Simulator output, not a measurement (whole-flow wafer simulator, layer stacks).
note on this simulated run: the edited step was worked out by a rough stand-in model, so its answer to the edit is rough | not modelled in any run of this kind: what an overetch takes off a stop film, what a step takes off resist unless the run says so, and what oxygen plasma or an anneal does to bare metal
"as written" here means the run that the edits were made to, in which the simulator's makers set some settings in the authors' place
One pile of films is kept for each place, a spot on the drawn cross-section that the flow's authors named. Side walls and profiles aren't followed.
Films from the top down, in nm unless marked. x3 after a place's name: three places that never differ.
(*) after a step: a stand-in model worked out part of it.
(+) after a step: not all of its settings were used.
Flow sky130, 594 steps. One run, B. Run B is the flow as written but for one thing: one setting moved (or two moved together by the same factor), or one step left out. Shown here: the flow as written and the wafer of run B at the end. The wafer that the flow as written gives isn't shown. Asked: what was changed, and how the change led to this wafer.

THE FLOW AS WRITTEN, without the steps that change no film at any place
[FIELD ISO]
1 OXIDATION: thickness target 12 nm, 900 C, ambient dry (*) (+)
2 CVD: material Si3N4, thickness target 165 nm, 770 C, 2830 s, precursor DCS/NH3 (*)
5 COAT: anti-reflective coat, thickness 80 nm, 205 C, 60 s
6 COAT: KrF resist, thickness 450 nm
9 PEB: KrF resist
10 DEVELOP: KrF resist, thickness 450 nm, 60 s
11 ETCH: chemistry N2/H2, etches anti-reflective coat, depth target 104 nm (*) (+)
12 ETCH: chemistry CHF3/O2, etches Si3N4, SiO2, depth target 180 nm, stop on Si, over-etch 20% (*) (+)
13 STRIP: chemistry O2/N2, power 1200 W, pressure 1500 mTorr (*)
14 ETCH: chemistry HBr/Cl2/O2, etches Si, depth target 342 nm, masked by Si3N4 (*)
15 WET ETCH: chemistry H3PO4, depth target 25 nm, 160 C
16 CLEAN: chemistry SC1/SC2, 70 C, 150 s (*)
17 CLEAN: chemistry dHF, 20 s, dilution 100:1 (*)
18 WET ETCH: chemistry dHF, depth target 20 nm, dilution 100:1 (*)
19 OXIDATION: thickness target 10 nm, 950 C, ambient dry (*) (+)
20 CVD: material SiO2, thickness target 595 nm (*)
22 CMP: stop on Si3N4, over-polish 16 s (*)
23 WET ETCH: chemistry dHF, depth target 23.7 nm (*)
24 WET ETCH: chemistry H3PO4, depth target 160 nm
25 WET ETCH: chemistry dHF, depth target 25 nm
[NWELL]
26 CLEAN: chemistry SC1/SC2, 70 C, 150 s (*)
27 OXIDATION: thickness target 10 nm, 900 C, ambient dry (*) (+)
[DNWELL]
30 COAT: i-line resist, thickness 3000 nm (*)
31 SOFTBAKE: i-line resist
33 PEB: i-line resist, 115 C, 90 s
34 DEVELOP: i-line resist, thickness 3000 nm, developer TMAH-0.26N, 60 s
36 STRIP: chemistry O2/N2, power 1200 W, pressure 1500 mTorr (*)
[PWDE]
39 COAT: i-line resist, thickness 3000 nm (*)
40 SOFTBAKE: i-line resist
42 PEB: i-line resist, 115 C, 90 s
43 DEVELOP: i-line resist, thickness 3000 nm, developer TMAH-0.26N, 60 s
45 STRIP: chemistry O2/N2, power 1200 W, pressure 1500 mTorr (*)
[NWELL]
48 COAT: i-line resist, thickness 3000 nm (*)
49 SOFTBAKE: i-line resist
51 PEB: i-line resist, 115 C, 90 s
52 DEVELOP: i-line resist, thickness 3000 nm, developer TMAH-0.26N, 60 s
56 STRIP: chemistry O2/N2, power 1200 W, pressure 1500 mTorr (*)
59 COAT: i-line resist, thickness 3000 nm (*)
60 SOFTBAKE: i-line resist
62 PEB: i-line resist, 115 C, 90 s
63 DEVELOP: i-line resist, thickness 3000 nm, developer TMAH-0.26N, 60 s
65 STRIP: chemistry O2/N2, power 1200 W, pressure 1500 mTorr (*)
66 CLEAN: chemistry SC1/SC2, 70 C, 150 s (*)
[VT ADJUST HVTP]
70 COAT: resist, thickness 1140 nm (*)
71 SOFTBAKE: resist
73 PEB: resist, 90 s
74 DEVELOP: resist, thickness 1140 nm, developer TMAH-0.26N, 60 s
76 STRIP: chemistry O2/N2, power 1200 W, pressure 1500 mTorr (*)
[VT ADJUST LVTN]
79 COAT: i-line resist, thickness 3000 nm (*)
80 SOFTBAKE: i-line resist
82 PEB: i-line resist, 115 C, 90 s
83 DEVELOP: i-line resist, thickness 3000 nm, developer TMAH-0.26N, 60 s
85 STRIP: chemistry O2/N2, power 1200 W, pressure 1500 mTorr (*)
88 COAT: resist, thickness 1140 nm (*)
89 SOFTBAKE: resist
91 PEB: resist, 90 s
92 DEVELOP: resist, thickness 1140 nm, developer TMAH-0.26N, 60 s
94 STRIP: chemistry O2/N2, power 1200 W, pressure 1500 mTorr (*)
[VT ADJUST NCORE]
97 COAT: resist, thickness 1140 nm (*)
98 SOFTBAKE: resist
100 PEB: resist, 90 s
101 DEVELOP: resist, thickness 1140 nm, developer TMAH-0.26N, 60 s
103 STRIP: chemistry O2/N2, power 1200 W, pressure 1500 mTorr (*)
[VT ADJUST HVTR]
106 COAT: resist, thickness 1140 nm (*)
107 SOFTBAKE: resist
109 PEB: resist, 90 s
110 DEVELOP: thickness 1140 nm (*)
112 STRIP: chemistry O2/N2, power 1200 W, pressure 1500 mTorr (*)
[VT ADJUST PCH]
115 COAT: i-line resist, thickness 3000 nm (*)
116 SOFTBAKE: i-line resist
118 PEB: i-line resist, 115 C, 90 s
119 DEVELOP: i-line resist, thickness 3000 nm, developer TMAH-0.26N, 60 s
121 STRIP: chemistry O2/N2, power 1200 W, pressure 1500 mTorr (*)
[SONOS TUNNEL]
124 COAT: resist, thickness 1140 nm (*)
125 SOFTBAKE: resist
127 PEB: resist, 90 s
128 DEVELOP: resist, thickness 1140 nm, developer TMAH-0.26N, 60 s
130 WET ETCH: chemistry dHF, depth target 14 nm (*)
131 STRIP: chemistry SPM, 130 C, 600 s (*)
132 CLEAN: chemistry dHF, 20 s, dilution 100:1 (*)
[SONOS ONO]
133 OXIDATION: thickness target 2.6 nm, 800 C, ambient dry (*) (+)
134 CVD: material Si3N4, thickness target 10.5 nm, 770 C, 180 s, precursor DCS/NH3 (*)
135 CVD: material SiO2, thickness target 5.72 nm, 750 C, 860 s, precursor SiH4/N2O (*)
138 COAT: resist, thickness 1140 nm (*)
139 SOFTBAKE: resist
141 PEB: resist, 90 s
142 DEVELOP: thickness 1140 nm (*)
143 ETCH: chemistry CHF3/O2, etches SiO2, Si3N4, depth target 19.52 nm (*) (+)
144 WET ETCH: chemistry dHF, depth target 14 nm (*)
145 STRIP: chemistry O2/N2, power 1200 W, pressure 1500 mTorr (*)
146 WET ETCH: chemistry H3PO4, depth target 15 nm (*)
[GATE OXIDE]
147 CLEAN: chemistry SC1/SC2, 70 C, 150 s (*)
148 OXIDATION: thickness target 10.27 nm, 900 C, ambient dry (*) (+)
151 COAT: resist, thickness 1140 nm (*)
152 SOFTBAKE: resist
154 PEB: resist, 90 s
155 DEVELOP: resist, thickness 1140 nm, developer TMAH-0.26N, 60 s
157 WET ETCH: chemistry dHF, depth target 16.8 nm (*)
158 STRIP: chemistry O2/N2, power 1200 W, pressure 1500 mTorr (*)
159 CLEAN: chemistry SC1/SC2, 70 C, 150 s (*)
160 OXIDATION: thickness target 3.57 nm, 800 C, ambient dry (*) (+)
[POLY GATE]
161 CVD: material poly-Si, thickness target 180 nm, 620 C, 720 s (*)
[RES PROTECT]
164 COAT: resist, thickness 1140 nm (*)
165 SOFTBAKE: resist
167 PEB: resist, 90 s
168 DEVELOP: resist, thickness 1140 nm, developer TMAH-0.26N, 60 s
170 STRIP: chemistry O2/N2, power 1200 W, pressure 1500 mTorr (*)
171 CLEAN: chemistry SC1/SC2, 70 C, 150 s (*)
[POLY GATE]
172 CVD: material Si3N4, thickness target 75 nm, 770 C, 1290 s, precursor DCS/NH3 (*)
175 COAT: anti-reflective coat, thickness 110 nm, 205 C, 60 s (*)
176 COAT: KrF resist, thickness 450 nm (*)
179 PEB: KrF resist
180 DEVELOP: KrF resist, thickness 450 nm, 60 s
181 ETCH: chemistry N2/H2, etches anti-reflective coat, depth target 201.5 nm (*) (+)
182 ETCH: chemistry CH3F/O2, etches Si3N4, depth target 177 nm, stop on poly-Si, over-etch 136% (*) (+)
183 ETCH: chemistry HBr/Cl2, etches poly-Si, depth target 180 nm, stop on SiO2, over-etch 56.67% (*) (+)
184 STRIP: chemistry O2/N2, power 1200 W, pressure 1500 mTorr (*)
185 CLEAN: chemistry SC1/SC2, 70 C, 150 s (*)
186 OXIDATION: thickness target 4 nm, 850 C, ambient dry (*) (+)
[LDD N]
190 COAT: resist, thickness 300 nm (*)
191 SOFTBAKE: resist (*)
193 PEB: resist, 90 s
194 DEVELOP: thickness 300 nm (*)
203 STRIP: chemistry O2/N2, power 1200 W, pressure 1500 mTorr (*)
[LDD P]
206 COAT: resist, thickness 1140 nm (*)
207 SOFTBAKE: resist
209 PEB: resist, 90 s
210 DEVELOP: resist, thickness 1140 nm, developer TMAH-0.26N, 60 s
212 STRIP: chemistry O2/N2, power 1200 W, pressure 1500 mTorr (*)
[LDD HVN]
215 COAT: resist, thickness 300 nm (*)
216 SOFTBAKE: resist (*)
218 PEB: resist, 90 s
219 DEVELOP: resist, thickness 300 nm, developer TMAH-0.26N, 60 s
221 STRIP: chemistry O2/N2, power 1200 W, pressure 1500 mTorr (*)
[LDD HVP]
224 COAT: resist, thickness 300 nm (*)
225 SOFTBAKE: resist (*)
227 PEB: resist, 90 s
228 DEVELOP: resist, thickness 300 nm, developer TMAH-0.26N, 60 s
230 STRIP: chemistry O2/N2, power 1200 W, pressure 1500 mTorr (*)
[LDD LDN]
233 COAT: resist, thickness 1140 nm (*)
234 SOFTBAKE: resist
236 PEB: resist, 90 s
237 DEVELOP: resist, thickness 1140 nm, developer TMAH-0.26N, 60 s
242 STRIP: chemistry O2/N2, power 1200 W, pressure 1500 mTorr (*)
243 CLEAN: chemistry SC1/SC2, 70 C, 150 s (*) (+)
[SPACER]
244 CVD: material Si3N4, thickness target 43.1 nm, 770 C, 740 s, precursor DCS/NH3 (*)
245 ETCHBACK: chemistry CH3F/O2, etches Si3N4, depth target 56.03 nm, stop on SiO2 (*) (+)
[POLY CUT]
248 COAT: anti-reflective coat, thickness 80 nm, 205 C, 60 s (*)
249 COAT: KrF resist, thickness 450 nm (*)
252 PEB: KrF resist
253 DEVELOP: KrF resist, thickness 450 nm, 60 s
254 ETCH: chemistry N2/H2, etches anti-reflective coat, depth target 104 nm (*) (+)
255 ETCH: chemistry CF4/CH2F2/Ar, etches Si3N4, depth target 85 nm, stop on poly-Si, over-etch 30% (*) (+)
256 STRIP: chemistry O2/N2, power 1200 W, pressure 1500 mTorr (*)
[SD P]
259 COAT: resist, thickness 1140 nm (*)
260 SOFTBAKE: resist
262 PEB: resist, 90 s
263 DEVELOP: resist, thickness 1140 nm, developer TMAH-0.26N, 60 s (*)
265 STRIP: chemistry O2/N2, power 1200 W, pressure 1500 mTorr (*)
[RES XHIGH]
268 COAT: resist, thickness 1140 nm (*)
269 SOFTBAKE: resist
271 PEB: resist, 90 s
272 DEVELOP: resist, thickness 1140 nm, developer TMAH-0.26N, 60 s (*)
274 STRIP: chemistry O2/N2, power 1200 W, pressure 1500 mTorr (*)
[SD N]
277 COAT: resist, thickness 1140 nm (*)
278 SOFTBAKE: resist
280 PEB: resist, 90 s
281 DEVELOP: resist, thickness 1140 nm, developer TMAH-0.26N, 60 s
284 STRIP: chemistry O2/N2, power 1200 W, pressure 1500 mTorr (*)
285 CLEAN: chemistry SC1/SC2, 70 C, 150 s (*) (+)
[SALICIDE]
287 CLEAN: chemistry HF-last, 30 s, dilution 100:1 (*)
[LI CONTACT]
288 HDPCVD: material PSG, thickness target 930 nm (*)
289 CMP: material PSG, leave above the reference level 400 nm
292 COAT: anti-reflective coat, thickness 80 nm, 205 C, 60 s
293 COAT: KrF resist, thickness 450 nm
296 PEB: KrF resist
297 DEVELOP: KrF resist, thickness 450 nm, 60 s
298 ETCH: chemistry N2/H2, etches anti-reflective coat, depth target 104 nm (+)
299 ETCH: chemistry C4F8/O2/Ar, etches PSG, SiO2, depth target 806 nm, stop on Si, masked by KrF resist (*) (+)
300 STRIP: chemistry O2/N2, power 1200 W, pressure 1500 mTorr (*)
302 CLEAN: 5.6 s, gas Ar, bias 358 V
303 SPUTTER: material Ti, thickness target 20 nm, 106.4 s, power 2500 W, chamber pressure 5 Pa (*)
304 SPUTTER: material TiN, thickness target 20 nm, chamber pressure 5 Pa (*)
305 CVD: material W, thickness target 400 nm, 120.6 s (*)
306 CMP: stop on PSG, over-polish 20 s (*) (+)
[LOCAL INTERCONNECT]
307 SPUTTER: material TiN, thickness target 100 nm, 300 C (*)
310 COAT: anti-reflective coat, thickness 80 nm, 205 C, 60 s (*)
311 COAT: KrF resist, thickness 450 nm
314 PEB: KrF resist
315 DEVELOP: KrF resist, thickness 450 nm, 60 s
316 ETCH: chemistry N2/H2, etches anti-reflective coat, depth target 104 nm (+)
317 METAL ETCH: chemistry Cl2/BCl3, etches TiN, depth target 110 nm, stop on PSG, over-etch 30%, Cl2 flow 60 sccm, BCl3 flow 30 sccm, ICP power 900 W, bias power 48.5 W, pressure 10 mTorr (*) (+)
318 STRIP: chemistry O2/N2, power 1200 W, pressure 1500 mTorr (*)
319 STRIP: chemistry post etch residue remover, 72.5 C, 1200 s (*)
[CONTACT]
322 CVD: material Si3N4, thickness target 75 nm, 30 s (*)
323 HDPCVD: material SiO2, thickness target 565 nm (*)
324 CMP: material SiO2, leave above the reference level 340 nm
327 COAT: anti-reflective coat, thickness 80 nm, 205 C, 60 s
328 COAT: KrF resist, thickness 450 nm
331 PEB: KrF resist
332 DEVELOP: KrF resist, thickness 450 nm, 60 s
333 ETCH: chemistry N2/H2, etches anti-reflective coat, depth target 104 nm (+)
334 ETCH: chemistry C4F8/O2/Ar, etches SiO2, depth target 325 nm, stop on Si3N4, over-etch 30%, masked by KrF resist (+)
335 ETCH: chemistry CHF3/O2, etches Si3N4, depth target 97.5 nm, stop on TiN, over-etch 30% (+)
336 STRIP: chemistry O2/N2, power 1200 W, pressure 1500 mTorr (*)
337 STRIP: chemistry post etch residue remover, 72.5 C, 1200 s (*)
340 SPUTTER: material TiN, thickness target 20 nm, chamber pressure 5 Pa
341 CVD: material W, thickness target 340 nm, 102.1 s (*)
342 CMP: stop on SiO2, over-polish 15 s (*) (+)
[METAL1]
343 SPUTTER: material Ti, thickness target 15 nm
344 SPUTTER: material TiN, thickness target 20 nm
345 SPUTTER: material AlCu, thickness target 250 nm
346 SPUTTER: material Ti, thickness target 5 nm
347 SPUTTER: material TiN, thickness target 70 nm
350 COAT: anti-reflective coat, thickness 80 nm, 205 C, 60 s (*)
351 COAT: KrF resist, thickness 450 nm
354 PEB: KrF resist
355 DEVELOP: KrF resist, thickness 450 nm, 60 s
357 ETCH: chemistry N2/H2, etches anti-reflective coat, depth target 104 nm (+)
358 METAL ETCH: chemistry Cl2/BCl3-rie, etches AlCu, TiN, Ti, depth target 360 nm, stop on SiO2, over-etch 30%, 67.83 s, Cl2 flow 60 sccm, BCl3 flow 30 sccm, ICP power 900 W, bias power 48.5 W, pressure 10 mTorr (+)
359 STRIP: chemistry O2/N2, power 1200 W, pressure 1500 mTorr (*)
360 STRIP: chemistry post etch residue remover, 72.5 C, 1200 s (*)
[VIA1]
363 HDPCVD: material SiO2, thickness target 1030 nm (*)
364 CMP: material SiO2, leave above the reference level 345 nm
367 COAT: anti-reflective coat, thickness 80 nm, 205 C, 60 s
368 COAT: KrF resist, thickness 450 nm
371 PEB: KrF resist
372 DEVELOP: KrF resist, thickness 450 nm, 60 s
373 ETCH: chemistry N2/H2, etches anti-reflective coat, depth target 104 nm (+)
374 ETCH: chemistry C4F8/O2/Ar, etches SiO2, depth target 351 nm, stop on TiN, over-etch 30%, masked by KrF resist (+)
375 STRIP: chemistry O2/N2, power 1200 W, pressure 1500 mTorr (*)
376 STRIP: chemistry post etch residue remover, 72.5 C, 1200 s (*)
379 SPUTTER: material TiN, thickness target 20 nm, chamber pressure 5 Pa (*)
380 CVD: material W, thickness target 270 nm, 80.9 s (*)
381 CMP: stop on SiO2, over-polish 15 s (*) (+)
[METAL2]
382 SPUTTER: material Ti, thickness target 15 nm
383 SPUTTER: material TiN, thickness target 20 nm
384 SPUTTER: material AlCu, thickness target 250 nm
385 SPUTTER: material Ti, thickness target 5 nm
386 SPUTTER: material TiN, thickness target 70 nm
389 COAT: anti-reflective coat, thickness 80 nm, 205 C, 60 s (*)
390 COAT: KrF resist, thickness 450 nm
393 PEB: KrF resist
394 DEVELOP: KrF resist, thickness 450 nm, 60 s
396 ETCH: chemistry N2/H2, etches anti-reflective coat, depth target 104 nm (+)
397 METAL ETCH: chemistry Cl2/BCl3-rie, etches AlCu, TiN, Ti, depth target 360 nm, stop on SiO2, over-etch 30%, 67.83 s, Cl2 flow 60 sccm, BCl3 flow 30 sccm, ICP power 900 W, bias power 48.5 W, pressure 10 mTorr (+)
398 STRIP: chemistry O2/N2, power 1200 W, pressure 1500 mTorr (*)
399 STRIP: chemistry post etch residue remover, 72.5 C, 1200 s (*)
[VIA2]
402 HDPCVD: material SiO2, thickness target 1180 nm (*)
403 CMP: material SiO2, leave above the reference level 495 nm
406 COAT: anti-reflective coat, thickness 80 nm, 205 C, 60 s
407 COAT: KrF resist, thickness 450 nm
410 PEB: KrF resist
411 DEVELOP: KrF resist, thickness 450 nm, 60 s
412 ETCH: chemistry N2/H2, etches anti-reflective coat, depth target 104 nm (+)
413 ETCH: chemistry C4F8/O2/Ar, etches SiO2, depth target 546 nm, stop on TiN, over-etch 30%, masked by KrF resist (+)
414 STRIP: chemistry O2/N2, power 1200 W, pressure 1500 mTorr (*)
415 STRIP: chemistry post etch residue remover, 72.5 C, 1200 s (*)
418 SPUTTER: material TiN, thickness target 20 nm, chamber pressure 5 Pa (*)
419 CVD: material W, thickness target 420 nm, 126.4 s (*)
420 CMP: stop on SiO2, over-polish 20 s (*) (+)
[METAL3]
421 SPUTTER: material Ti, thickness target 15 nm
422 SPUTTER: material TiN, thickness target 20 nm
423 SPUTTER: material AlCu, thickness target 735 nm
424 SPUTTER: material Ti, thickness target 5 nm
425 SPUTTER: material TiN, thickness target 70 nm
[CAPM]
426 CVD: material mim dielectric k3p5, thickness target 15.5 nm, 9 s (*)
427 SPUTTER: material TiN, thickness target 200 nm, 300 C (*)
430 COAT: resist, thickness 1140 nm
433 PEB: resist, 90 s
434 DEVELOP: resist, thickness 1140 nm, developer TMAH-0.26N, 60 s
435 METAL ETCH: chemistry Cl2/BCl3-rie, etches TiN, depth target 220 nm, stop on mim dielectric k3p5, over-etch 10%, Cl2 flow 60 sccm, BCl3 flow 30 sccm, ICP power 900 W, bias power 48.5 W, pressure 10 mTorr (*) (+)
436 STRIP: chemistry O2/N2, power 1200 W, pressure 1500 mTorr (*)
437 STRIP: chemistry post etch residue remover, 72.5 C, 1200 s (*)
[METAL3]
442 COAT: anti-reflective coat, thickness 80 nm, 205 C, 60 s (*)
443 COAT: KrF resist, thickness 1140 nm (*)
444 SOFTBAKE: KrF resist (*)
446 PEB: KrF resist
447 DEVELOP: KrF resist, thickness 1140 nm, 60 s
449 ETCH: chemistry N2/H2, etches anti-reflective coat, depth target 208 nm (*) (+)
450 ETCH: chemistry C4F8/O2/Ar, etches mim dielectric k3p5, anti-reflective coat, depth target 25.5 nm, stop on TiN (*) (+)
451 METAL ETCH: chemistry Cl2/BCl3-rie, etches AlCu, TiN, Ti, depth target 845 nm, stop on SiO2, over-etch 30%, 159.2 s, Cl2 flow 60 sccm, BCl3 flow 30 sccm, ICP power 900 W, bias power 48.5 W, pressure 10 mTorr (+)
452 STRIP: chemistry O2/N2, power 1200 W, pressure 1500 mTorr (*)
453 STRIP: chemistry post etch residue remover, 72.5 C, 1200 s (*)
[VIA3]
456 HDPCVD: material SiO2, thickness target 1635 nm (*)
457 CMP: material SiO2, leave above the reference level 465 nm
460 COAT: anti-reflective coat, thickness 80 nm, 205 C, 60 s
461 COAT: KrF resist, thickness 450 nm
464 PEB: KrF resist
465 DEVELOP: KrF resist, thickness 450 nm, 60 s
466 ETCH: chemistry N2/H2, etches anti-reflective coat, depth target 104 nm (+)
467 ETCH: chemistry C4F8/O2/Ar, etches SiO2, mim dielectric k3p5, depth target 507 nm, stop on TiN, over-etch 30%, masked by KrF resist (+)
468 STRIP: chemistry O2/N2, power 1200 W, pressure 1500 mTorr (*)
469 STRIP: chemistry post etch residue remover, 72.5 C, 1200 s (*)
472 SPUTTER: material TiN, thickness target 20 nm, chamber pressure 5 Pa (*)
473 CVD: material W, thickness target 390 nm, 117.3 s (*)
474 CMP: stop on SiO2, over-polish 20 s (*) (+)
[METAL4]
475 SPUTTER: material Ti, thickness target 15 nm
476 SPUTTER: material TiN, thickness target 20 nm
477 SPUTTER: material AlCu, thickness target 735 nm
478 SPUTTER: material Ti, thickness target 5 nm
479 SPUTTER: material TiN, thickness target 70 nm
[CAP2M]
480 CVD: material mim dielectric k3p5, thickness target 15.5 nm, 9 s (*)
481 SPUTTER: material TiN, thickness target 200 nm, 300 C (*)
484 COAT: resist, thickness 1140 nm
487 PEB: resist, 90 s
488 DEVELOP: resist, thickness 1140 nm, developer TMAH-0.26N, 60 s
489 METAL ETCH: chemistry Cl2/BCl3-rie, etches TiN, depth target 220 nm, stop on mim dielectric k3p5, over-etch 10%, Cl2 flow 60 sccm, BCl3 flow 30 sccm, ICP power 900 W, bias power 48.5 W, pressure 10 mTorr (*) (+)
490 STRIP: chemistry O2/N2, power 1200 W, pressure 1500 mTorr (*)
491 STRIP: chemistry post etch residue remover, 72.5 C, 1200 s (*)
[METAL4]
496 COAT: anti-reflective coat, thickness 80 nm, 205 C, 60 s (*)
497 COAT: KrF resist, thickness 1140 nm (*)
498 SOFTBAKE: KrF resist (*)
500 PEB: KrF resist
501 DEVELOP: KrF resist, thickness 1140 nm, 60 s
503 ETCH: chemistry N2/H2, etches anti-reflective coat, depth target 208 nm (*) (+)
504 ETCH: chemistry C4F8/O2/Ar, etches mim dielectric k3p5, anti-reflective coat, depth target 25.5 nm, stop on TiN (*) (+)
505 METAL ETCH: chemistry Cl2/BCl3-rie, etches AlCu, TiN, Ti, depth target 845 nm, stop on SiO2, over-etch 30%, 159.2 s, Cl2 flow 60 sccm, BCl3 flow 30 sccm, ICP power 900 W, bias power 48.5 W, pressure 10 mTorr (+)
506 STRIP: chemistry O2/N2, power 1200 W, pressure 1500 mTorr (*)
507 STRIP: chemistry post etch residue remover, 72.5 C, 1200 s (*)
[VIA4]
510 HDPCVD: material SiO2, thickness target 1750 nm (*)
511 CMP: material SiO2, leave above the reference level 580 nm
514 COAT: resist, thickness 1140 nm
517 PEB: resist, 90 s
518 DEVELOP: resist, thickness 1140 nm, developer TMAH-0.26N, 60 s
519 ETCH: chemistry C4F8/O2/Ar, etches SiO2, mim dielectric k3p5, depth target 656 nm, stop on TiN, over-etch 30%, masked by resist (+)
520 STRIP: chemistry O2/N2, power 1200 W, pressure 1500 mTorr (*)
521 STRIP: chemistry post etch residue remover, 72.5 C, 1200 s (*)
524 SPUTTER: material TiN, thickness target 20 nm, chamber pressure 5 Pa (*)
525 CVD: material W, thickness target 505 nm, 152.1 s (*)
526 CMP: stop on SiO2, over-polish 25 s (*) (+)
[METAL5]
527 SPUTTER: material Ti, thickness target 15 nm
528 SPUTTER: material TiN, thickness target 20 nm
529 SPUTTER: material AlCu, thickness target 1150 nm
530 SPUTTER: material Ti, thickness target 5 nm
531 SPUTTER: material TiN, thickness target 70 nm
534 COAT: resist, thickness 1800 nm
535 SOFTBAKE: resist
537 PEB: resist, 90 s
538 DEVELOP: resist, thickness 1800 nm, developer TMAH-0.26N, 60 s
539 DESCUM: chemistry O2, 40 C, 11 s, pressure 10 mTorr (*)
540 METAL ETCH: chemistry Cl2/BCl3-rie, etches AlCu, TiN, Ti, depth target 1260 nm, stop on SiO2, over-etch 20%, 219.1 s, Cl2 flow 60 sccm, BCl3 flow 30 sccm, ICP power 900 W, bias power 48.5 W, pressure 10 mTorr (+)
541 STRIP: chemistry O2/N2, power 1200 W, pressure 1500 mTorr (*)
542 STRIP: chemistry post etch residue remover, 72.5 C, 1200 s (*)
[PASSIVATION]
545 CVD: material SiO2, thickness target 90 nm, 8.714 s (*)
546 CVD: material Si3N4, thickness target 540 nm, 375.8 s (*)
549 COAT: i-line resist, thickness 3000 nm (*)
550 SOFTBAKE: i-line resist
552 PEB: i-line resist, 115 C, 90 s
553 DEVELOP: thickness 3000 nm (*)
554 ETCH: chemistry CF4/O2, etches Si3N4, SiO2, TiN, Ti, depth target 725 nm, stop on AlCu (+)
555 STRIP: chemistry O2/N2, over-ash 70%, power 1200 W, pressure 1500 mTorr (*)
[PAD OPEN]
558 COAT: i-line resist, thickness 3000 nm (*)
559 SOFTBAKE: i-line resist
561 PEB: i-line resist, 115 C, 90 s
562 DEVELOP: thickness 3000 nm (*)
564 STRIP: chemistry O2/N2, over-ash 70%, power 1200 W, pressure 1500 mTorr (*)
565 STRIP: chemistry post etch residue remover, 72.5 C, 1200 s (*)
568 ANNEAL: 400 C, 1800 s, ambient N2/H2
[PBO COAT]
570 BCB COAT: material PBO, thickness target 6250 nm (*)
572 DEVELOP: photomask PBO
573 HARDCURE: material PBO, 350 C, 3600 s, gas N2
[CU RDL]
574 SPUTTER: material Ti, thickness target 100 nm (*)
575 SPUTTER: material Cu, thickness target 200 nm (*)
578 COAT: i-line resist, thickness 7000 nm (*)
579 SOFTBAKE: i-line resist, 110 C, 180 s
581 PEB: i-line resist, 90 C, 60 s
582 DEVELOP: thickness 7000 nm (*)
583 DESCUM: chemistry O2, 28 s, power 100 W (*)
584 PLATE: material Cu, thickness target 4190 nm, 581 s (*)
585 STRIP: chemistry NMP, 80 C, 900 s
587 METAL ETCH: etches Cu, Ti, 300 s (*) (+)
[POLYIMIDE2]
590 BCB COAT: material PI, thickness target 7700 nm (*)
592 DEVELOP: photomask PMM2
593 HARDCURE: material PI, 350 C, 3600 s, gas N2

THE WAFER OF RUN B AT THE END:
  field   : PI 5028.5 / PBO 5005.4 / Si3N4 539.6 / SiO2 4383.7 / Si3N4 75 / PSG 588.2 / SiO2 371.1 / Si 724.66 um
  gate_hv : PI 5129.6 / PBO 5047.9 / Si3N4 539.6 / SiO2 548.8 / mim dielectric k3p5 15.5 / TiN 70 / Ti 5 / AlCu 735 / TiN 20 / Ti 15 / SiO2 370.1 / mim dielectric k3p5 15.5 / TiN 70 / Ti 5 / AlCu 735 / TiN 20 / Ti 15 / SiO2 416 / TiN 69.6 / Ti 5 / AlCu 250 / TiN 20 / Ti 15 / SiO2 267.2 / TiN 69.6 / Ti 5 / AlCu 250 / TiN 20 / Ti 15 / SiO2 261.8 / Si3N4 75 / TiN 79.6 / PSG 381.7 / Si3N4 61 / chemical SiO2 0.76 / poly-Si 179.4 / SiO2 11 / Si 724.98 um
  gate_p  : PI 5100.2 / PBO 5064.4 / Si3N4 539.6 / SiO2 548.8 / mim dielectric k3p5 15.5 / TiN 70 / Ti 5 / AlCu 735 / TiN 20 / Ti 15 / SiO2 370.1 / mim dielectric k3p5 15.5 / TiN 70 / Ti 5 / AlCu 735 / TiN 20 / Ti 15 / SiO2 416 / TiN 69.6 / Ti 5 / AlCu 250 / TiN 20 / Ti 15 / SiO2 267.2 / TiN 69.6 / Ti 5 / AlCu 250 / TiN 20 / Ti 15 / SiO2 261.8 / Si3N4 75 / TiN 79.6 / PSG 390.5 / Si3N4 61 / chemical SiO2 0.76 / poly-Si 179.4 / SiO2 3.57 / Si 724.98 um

The cause: step 307, SPUTTER: thickness target 80 nm was run, where the flow has thickness target 100 nm.

How the change led to this, step by step:
  307 SPUTTER: material TiN, thickness target 100 nm, 300 C (*)
      field, active, n_well and 188 more: TiN +80 (new film) (as written it would be: TiN +100 (new film))
  317 METAL ETCH: chemistry Cl2/BCl3, etches TiN, depth target 110 nm, stop on PSG, over-etch 30%, Cl2 flow 60 sccm, BCl3 flow 30 sccm, ICP power 900 W, bias power 48.5 W, pressure 10 mTorr (*) (+)
      n_well, p_well, gate_hv and 97 more: KrF resist -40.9 (as written it would be: KrF resist -44)
      field, active, gate and 88 more: TiN -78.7 (all of it) (as written it would be: TiN -98.7 (all of it))
  324 CMP: material SiO2, leave above the reference level 340 nm
      field, active, gate and 88 more: SiO2 -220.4 (as written it would be: SiO2 -200.4)
